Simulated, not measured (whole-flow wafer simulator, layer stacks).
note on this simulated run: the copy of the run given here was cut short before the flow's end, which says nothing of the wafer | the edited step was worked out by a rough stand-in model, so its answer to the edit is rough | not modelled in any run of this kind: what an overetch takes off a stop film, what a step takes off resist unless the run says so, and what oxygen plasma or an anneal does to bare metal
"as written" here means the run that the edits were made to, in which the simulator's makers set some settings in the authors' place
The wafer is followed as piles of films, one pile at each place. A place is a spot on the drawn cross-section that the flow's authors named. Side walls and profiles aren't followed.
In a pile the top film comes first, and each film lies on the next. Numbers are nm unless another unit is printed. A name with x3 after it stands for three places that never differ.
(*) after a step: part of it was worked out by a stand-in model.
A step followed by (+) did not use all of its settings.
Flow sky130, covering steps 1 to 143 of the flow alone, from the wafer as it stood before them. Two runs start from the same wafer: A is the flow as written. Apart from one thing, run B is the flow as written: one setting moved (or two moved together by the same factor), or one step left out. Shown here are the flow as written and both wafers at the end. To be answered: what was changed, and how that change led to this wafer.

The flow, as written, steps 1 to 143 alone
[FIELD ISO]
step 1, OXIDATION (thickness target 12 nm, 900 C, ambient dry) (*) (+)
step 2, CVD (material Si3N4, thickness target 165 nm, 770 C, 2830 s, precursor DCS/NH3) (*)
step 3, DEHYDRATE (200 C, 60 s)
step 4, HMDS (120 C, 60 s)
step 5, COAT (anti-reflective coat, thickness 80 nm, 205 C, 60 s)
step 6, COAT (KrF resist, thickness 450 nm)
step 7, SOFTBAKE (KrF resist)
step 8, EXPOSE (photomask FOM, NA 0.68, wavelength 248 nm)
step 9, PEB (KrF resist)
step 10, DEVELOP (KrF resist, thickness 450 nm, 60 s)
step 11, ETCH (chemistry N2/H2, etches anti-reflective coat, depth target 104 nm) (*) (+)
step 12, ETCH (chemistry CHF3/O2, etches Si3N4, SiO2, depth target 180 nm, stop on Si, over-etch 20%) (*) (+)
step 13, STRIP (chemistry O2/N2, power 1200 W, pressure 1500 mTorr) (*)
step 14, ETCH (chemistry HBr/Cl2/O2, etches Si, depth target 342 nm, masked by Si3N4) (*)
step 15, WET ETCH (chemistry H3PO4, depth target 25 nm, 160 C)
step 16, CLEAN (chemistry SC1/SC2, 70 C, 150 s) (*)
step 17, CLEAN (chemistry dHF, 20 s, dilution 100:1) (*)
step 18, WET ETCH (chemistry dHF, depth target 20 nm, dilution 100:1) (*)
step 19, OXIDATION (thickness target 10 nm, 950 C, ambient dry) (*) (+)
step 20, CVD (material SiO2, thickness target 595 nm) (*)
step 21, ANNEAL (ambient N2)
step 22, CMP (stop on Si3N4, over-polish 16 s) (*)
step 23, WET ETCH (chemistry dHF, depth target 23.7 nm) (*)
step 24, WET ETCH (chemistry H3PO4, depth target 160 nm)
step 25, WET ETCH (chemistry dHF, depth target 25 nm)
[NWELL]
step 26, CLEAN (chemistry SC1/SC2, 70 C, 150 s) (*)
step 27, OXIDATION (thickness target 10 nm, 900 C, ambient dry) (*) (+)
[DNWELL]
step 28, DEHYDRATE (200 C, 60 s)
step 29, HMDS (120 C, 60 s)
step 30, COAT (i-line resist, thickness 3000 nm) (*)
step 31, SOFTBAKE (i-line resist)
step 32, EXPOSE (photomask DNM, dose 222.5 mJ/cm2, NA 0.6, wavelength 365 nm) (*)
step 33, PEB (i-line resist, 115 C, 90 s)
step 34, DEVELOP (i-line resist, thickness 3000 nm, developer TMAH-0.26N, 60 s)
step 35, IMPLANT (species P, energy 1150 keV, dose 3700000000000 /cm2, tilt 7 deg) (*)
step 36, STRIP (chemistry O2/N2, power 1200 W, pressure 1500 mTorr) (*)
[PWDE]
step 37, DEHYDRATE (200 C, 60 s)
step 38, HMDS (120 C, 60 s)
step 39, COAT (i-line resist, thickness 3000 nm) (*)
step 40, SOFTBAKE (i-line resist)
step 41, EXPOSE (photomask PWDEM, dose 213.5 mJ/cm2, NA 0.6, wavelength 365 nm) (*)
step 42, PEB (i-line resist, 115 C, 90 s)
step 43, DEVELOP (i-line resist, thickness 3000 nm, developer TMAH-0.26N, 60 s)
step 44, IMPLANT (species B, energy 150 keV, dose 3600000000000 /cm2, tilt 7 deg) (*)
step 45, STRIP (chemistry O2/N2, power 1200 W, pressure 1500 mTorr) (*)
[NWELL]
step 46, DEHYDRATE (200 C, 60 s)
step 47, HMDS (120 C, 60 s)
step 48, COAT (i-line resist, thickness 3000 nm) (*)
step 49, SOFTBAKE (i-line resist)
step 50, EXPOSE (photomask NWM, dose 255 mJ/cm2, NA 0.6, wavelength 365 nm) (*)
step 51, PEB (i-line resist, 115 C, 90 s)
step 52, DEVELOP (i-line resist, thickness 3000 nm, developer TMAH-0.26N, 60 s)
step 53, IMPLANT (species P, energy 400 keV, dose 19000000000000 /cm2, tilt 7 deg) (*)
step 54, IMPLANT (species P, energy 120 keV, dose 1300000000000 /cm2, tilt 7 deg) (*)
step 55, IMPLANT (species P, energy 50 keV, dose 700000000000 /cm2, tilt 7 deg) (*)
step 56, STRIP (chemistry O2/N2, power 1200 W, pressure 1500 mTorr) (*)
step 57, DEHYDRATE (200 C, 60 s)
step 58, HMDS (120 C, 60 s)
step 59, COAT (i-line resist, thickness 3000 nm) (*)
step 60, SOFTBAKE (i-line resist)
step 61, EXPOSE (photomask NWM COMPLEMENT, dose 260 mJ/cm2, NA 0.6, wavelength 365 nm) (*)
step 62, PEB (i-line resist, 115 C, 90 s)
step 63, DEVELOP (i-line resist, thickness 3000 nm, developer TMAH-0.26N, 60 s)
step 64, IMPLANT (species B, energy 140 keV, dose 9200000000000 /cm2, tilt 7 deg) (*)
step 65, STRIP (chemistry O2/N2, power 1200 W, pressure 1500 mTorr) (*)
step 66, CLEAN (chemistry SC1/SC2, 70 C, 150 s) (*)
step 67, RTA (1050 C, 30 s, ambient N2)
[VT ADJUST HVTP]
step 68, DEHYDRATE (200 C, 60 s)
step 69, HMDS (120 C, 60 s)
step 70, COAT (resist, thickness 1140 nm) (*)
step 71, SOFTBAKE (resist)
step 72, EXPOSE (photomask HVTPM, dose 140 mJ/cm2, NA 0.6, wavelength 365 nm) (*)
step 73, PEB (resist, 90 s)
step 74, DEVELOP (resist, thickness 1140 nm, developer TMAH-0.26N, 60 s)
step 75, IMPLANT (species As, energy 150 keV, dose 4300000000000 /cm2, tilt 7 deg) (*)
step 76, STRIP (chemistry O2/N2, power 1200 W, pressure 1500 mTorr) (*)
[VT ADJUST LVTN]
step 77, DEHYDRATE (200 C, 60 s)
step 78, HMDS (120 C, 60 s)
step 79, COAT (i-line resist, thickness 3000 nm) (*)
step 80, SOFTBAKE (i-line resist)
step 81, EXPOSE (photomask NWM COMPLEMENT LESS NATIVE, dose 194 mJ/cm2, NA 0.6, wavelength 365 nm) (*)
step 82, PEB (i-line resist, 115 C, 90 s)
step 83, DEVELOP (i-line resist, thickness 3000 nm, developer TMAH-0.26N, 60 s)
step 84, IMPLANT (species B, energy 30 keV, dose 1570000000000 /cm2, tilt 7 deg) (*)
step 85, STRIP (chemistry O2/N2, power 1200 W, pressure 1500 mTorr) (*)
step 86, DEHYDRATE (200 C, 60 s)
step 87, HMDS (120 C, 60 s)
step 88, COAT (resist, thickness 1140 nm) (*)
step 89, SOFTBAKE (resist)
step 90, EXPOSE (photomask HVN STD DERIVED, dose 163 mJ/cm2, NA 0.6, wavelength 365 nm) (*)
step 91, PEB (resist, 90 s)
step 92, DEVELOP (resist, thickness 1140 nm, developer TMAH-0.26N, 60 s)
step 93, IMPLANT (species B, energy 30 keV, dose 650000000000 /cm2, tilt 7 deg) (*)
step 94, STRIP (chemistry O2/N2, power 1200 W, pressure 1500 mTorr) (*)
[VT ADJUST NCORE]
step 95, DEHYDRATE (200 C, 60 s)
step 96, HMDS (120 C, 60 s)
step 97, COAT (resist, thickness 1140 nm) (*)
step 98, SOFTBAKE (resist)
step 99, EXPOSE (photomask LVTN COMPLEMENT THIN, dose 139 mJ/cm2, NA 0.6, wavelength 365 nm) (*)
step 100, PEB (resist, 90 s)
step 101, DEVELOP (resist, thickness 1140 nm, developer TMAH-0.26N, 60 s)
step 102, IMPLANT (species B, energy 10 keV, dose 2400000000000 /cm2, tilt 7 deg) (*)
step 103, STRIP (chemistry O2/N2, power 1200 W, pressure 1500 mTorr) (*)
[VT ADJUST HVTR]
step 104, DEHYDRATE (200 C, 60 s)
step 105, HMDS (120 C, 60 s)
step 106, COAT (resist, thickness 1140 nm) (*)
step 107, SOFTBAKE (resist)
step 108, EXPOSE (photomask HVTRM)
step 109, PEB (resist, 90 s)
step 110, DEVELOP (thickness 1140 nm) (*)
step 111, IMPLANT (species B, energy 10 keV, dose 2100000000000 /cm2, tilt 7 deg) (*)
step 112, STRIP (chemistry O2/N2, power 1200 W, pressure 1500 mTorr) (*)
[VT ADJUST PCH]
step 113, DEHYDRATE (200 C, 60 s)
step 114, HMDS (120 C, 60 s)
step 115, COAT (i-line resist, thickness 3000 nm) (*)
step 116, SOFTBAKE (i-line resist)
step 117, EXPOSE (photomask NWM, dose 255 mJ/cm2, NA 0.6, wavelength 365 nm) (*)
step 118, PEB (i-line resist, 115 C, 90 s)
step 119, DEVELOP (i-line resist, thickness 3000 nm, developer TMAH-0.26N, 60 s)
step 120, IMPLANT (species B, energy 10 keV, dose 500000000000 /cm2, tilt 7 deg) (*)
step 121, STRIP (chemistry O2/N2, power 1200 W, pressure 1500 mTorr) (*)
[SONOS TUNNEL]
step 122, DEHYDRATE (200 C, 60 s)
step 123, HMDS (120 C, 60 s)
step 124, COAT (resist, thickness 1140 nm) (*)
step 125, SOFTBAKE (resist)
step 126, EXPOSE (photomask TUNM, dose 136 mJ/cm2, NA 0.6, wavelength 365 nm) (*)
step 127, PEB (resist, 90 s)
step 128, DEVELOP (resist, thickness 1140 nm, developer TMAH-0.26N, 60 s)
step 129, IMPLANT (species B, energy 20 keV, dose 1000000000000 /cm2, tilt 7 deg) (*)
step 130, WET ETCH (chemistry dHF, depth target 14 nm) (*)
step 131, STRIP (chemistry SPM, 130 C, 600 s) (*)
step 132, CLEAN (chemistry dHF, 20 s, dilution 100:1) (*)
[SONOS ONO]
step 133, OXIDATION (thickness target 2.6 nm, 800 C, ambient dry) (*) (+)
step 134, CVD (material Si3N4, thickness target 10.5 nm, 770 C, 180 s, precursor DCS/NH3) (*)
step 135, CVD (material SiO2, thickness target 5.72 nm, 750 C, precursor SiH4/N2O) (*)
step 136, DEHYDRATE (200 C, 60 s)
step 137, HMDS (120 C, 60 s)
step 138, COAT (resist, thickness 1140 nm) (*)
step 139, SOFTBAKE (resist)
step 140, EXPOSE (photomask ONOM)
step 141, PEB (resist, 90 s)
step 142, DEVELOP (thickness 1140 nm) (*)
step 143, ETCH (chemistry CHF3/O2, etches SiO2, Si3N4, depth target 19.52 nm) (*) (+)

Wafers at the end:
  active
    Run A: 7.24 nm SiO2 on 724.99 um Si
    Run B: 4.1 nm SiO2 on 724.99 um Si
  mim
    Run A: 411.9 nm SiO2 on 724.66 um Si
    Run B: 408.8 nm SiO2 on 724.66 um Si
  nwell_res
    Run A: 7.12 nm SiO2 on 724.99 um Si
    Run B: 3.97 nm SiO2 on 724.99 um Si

Cause: step 143, ETCH: depth target 22.66 nm was run, though the flow has depth target 19.52 nm.

Step by step, how the change led to this:
  step 143, ETCH (chemistry CHF3/O2, etches SiO2, Si3N4, depth target 19.52 nm) (*) (+)
      field, active, p_well x5 and 179 more: A -5.72 SiO2 (all of it), -10.5 Si3N4 (all of it), -3.3 SiO2 | B -5.72 SiO2 (all of it), -10.5 Si3N4 (all of it), -6.44 SiO2
      n_well, sonos_sd: A -5.72 SiO2 (all of it), -10.5 Si3N4 (all of it), -2.6 SiO2 (all of it), -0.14 Si | B -5.72 SiO2 (all of it), -10.5 Si3N4 (all of it), -2.6 SiO2 (all of it), -0.77 Si
      (as well as at 2 more places)
